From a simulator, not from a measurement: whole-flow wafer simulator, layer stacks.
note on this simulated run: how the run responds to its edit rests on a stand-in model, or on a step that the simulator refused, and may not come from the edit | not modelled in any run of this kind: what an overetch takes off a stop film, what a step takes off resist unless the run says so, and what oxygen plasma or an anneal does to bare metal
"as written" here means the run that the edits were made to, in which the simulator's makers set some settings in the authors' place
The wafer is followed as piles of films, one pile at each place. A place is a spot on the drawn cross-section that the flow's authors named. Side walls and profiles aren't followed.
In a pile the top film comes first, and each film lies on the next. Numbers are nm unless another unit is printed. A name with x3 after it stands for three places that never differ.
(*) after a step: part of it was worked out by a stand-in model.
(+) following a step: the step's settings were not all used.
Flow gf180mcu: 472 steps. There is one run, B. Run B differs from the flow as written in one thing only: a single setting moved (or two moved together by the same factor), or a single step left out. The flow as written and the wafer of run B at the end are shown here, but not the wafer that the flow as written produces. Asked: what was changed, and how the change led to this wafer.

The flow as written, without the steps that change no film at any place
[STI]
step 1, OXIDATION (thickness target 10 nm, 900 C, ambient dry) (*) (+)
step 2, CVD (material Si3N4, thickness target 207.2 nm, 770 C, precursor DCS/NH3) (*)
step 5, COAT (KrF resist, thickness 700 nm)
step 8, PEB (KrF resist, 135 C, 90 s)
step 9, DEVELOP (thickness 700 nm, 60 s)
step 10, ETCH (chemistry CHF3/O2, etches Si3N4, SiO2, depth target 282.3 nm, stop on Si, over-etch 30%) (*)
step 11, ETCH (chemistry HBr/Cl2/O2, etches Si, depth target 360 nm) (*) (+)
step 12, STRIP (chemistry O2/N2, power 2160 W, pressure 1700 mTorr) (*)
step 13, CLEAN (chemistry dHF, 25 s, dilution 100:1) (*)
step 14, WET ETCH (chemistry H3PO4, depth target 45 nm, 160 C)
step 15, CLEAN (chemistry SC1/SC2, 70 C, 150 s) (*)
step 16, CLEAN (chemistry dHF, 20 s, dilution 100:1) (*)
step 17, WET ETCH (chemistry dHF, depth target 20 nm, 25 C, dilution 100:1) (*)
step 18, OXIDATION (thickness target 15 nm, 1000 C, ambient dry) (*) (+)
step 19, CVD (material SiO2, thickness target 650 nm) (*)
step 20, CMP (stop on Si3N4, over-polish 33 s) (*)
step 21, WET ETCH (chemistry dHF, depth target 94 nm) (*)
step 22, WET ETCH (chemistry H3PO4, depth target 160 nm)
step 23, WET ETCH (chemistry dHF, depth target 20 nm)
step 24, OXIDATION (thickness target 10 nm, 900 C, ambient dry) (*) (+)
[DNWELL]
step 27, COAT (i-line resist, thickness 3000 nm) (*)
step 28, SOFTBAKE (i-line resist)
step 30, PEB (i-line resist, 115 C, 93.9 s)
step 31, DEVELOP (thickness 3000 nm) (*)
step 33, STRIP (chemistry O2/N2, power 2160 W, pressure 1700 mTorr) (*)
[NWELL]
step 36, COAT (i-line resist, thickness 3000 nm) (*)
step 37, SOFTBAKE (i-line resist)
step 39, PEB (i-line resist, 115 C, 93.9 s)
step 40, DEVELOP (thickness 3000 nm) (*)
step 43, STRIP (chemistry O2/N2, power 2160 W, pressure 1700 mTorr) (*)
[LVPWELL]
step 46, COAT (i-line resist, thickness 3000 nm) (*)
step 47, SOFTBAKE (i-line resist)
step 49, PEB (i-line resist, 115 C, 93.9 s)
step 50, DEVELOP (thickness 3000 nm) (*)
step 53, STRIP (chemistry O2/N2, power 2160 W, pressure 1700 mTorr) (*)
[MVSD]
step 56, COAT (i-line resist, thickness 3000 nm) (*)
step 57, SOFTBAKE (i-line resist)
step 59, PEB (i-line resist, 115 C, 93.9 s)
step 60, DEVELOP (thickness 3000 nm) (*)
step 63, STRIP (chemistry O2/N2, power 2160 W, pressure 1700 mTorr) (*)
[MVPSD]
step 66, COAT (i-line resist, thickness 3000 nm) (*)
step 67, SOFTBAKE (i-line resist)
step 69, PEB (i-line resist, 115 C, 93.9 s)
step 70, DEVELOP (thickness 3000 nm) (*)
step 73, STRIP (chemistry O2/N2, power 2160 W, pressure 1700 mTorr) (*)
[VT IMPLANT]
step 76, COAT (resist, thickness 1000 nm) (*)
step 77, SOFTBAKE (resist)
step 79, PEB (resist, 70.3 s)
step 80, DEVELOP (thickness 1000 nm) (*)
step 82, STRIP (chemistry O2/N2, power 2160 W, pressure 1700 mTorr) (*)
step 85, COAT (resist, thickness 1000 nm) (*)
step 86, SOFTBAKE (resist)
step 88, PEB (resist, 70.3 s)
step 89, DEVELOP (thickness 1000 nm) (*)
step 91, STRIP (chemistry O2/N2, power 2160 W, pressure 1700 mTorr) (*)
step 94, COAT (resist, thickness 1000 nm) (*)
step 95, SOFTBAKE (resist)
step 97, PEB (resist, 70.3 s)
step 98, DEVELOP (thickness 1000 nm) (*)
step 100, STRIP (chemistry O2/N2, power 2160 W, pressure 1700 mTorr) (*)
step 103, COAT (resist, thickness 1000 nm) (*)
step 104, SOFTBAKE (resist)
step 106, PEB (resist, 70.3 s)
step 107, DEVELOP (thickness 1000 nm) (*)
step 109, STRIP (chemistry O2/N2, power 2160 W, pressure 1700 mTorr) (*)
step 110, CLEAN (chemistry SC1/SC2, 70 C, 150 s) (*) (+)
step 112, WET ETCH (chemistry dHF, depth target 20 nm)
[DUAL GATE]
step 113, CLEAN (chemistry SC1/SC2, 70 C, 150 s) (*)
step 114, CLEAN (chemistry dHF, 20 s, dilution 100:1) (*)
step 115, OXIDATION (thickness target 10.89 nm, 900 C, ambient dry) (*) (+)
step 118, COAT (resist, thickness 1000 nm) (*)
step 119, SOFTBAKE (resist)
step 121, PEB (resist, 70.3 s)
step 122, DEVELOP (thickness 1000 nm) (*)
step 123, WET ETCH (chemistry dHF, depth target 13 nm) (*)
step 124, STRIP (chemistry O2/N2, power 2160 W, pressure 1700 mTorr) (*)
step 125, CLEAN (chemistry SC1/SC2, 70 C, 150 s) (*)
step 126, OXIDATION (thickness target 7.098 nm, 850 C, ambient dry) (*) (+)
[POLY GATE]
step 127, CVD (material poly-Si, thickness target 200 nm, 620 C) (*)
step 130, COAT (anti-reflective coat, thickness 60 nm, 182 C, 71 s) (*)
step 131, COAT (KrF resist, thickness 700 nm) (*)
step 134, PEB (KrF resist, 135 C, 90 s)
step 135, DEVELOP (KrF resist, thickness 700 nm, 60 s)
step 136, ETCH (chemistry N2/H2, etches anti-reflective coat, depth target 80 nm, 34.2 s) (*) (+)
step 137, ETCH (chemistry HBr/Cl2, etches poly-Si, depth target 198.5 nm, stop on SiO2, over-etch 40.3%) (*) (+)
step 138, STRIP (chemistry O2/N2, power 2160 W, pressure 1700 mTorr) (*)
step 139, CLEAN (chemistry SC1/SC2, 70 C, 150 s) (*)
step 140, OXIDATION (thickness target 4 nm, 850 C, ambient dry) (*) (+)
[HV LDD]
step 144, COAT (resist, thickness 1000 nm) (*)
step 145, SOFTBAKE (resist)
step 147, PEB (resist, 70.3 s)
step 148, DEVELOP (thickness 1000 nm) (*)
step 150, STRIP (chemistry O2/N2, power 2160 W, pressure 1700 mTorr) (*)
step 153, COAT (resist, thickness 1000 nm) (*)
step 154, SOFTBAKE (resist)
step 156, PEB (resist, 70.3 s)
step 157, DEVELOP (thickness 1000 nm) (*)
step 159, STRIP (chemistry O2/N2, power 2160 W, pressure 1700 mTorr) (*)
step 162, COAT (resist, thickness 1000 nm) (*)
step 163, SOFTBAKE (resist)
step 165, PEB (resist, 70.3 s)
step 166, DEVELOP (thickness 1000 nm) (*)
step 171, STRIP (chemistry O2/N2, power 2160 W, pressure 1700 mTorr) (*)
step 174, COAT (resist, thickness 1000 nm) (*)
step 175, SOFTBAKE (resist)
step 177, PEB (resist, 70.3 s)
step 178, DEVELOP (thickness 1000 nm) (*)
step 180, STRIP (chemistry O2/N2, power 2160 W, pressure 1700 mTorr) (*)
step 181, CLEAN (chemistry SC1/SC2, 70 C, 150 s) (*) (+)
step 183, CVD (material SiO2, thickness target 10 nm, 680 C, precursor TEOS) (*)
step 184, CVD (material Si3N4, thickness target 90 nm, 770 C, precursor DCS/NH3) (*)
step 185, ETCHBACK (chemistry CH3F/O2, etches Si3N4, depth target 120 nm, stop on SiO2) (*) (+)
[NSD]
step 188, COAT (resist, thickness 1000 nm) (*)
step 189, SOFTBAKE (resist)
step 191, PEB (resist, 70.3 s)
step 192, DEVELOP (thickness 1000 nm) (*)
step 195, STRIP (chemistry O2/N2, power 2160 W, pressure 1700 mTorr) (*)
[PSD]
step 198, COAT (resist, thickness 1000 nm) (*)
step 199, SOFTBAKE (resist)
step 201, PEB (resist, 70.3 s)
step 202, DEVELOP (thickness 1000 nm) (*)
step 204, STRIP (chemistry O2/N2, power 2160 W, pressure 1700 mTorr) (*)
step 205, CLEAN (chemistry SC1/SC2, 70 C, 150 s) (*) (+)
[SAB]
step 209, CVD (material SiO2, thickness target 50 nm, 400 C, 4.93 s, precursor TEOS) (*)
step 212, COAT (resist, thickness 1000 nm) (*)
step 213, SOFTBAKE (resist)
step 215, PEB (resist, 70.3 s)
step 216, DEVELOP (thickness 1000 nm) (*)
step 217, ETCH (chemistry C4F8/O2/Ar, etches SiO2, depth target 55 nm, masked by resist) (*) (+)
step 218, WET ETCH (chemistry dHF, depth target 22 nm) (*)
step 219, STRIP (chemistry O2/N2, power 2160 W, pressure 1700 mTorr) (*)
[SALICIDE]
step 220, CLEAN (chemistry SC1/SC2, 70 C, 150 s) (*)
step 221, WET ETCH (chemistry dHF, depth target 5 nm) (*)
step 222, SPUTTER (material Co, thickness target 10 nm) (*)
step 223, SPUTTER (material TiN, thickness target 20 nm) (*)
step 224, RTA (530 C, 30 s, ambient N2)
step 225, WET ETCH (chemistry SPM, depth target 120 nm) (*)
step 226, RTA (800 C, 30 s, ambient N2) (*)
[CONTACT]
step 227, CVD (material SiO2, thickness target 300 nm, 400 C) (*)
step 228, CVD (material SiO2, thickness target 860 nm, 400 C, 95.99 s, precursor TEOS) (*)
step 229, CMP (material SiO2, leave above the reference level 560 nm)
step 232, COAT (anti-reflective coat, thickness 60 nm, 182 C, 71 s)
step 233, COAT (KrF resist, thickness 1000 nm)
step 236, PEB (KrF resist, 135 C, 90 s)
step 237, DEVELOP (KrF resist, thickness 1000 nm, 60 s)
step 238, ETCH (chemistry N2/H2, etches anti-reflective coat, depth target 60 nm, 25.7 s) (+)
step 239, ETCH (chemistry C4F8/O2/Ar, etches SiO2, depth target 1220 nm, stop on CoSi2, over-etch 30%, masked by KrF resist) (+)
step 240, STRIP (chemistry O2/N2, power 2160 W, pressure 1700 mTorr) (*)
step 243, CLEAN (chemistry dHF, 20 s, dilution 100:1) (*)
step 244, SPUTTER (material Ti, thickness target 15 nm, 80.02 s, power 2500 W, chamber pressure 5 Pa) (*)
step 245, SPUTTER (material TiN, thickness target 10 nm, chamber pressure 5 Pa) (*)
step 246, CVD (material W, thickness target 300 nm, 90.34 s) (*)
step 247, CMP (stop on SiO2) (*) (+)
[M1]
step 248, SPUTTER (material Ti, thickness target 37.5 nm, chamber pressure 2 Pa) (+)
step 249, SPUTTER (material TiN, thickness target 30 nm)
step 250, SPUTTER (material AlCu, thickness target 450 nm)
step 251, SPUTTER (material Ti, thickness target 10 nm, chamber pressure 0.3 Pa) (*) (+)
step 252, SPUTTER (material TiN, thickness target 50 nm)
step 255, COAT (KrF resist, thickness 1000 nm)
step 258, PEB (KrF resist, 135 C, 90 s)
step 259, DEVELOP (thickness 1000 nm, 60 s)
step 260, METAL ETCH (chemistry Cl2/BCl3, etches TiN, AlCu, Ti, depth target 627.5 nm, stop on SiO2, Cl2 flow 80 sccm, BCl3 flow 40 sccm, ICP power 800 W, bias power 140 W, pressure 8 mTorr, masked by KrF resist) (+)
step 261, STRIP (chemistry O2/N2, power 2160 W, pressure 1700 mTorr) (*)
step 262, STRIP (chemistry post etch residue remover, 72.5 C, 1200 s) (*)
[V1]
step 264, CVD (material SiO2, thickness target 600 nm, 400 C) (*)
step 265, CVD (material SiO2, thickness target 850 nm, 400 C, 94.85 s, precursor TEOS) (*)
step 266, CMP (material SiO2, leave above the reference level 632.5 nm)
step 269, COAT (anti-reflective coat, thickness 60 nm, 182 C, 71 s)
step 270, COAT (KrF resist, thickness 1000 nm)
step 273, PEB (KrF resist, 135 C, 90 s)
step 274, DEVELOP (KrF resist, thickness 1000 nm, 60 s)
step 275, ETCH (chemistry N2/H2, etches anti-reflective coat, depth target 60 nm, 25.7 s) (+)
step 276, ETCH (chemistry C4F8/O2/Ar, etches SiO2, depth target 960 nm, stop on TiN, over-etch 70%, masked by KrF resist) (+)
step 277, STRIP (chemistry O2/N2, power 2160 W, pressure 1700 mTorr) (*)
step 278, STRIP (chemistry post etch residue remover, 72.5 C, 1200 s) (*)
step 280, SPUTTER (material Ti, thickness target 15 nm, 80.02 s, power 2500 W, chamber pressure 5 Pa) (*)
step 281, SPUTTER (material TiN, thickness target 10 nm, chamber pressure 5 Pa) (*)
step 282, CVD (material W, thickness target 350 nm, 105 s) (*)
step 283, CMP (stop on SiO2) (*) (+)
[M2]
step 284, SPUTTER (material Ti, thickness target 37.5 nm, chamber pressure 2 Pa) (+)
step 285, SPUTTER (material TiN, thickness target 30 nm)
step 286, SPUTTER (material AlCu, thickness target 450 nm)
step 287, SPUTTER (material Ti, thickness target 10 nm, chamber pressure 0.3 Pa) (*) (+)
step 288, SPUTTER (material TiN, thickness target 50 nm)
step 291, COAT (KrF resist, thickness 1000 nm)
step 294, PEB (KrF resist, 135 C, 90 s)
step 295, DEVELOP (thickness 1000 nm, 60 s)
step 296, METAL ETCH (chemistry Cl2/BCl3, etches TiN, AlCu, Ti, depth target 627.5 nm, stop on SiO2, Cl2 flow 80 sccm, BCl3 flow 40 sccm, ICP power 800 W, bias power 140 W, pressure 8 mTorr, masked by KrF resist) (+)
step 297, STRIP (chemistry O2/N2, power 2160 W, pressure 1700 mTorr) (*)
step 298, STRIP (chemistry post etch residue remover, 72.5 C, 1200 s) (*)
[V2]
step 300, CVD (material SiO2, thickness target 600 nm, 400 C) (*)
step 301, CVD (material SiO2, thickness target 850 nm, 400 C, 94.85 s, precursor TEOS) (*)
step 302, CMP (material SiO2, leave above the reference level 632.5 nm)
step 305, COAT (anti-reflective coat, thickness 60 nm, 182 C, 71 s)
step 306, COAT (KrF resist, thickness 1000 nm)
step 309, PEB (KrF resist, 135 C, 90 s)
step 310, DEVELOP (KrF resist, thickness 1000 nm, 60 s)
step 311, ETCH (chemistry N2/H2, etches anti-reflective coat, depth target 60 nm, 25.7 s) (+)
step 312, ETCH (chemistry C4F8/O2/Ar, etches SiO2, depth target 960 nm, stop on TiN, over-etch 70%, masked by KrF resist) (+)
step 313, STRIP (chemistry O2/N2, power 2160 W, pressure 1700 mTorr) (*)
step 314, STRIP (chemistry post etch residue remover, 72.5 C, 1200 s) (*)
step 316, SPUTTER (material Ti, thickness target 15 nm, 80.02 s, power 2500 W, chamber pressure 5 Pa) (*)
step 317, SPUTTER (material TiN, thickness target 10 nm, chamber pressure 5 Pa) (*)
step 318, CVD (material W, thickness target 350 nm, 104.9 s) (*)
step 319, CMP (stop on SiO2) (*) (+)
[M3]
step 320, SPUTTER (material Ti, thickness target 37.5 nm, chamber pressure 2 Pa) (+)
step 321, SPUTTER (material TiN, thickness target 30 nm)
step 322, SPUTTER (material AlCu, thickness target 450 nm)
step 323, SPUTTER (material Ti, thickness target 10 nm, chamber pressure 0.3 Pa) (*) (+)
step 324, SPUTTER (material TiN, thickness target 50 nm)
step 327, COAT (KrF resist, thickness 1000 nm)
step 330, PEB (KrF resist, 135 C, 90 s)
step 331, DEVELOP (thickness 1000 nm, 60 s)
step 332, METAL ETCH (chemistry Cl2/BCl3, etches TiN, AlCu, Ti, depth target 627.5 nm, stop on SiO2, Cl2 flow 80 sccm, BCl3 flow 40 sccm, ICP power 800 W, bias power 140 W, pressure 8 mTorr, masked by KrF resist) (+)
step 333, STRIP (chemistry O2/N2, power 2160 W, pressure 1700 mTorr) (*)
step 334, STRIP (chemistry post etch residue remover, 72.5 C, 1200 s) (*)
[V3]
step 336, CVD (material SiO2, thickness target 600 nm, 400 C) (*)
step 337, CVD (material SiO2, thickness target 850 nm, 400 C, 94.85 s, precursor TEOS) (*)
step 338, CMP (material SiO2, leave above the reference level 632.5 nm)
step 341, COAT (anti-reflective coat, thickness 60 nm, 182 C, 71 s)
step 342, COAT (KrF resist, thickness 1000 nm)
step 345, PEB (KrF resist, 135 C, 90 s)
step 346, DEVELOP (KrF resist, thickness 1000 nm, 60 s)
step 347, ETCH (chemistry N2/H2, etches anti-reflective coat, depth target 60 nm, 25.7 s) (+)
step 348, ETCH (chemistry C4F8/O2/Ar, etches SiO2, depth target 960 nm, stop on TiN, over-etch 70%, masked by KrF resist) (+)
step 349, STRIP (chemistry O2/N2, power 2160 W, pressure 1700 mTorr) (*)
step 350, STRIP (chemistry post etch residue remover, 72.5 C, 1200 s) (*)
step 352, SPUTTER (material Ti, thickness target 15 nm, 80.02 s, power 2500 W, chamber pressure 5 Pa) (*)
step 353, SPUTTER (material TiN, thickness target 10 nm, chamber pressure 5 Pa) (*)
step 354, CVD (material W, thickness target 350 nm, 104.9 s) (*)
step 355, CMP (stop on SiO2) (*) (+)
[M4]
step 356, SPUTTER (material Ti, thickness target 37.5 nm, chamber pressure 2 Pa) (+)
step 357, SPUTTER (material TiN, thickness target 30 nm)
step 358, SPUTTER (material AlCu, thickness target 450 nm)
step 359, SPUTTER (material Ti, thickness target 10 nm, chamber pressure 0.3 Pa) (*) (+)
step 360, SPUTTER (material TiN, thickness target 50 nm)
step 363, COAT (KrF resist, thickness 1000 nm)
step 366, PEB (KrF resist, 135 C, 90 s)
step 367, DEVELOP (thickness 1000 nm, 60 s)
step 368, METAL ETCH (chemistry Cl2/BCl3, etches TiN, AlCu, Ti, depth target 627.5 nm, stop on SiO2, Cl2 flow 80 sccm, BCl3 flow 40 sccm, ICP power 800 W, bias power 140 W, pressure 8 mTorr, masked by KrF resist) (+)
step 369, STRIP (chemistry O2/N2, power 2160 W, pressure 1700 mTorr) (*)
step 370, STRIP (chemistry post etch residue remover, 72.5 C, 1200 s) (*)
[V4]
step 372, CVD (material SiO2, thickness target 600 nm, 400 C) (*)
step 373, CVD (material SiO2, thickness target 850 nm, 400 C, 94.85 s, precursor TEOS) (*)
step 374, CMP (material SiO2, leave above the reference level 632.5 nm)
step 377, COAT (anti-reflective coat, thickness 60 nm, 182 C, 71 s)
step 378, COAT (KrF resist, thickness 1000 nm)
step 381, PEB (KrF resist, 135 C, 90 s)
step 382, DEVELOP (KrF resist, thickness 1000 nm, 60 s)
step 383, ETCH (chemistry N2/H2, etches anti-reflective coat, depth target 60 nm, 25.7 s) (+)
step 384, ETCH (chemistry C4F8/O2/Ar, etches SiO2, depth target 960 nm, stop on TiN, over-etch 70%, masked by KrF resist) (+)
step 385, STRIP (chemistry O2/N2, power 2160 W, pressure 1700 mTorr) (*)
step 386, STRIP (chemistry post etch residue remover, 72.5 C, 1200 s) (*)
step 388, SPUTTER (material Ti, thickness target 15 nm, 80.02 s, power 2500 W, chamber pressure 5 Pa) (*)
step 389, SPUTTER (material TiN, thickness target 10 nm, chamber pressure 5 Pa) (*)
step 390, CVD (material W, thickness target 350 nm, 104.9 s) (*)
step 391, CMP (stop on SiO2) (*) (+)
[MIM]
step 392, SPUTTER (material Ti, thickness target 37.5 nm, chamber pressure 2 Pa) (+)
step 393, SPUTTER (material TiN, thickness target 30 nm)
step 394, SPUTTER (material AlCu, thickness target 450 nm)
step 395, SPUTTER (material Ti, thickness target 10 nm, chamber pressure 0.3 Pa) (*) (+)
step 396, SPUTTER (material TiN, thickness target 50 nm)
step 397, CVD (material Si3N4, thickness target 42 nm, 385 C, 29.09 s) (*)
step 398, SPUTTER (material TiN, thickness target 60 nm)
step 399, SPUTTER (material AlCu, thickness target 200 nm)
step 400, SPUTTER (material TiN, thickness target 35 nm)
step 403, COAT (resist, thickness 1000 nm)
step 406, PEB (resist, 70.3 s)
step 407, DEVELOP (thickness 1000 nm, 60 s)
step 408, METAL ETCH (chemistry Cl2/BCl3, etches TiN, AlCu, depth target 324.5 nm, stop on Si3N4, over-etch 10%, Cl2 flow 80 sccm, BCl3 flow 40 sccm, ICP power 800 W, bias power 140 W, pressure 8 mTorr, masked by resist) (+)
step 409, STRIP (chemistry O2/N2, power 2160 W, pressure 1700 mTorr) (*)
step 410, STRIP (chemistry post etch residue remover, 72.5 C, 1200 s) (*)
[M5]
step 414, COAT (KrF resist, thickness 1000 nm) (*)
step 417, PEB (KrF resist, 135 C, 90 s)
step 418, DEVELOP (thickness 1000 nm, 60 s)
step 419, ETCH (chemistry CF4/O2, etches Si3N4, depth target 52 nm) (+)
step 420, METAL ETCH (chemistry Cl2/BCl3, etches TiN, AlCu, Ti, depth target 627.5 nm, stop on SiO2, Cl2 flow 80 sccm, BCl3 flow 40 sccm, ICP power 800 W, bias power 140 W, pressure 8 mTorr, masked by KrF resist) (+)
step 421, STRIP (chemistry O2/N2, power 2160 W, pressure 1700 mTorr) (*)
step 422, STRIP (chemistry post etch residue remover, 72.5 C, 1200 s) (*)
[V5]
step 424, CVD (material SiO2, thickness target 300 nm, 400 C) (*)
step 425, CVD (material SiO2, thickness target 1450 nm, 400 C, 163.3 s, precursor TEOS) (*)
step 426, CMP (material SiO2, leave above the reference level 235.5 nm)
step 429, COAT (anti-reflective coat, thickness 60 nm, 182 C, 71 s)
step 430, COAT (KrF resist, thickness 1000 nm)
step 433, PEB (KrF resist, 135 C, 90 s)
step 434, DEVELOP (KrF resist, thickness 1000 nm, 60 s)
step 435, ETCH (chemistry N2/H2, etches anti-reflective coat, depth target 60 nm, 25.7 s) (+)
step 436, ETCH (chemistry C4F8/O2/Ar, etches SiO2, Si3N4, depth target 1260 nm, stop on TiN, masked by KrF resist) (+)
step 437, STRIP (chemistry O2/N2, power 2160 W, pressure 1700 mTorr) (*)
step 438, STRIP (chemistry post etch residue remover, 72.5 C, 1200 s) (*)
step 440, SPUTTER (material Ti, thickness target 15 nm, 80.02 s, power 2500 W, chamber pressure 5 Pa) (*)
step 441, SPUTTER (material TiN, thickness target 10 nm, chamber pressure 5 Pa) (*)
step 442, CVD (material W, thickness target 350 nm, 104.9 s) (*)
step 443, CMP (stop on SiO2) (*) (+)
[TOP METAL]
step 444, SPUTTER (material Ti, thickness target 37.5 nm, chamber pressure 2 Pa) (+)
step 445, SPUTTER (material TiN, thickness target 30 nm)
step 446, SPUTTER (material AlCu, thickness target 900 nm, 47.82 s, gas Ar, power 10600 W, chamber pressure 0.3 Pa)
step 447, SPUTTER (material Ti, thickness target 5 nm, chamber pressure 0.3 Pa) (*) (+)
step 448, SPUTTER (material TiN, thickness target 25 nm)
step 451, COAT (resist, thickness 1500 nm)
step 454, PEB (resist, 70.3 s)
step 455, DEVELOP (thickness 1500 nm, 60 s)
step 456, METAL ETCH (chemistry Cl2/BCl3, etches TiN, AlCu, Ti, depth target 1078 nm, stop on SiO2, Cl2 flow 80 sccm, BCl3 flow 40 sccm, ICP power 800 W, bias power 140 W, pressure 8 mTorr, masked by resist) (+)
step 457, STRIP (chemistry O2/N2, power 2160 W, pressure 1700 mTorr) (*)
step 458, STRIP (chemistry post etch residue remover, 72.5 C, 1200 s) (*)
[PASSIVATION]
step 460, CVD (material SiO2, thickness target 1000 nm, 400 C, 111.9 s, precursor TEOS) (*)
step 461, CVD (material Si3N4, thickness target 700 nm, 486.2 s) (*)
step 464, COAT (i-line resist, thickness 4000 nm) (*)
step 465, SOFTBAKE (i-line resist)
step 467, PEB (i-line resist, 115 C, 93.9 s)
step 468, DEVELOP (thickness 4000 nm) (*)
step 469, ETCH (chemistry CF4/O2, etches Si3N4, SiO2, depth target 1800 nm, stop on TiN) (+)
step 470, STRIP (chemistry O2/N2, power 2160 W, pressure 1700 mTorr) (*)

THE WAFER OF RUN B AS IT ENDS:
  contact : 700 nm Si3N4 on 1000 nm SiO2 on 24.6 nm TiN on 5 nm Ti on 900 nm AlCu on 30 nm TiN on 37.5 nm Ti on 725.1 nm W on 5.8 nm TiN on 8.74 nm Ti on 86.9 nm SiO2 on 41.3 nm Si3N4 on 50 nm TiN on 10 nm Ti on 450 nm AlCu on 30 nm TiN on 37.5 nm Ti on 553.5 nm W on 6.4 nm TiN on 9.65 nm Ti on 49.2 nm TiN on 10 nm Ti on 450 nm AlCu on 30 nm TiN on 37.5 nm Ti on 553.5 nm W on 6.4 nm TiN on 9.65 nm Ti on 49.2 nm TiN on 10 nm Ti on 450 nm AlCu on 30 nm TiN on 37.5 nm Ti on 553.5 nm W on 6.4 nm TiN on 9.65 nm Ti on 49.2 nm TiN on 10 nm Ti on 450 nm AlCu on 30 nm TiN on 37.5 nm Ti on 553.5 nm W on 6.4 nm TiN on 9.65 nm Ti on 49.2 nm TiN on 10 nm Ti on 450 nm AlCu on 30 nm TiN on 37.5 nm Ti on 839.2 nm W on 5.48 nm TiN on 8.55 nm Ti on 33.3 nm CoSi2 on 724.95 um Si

The reason: step 436, ETCH: depth target 743 nm was run, while the flow as written has depth target 1260 nm.

Step by step, how the change led to this:
  step 436, ETCH (chemistry C4F8/O2/Ar, etches SiO2, Si3N4, depth target 1260 nm, stop on TiN, masked by KrF resist) (+)
      contact: SiO2 loses 743 (as written it would have been: SiO2 loses 829.9 (all of it), Si3N4 loses 41.3 (all of it))
      field, field__w1, field__w2 and 108 more: KrF resist loses 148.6 (as written it would have been: KrF resist loses 252)
  step 437, STRIP (chemistry O2/N2, power 2160 W, pressure 1700 mTorr) (*)
      field, field__w1, field__w2 and 108 more: KrF resist loses 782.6 (all of it), anti-reflective coat loses 60 (all of it) (as written it would have been: KrF resist loses 679.2 (all of it), anti-reflective coat loses 60 (all of it))
  step 440, SPUTTER (material Ti, thickness target 15 nm, 80.02 s, power 2500 W, chamber pressure 5 Pa) (*)
      contact: Ti gains 8.74 (new film) (as written it would have been: Ti gains 8.12 (new film))
  step 442, CVD (material W, thickness target 350 nm, 104.9 s) (*)
      contact: W gains 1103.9 (new film) (as written it would have been: W gains 1233.6 (new film))
With metal films that touch counted as one body, contact has 2 bodies (between them, from the top down: SiO2 86.9 / Si3N4 41.3); the flow as written gives 1 body.
